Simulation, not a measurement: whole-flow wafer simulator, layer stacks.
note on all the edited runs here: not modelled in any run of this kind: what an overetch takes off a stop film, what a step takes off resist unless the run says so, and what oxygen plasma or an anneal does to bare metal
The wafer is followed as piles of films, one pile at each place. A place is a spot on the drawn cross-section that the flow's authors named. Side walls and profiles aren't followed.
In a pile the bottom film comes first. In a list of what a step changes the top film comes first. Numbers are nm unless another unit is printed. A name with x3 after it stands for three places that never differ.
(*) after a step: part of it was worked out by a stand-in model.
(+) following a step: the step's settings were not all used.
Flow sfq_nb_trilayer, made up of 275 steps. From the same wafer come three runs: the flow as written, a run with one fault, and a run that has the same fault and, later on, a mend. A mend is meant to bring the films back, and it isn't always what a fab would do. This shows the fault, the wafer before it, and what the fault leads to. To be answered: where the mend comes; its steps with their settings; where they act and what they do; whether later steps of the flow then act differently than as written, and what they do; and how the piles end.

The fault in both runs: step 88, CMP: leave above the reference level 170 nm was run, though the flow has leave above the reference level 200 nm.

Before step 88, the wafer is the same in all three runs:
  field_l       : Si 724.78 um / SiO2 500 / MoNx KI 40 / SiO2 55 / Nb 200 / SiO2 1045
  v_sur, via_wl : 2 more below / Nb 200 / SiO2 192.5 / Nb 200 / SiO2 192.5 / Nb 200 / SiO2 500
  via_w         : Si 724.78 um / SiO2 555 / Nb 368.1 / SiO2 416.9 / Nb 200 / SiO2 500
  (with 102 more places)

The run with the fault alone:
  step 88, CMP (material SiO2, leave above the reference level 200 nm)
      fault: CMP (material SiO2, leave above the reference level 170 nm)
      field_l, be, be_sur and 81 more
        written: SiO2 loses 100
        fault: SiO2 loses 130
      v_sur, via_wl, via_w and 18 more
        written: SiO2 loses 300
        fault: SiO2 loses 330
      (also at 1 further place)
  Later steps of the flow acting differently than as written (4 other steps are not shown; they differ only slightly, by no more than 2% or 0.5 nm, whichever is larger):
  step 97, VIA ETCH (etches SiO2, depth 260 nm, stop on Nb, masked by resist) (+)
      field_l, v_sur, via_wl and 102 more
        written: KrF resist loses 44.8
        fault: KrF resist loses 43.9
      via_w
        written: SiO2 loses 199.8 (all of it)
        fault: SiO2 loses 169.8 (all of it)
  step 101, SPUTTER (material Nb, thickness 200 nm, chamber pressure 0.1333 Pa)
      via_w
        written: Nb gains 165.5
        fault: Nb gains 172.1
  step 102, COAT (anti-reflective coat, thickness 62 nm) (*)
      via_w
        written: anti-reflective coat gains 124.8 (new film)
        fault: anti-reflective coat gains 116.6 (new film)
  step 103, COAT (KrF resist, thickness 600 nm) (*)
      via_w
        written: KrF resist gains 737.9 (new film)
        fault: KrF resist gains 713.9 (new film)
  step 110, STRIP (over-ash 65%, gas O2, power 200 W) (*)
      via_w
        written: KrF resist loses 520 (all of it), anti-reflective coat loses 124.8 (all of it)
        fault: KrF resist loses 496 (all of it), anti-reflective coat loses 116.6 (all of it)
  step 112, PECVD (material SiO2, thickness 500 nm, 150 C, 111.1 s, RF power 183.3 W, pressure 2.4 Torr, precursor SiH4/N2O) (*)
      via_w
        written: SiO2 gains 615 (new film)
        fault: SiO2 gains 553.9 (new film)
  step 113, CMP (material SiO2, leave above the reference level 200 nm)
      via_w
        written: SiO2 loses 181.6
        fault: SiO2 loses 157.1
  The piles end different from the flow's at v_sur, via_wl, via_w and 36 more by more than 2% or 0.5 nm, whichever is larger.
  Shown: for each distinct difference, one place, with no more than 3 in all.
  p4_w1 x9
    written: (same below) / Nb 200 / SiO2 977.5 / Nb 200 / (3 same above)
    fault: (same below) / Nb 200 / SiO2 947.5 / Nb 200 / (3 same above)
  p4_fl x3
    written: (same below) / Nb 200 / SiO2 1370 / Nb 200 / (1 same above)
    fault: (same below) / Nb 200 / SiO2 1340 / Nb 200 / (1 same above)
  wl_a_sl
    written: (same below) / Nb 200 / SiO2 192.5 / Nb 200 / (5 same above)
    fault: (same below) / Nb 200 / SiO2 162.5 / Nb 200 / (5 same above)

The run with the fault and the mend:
  The mend stands after step 89.
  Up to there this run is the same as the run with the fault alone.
  step 89a, PECVD (material SiO2, thickness 30 nm, 150 C, 6.667 s, RF power 183.3 W, pressure 2.4 Torr, precursor SiH4/N2O) (the flow's step 87, run once more with other settings)
      field_l, v_sur, via_wl and 103 more
        SiO2 gains 30
  Later steps of the flow that are run all act as written at every place that is followed, up to a difference of at most 2% or 0.5 nm, whichever is larger.
  At every place that both follow, the piles at the end match the flow's.
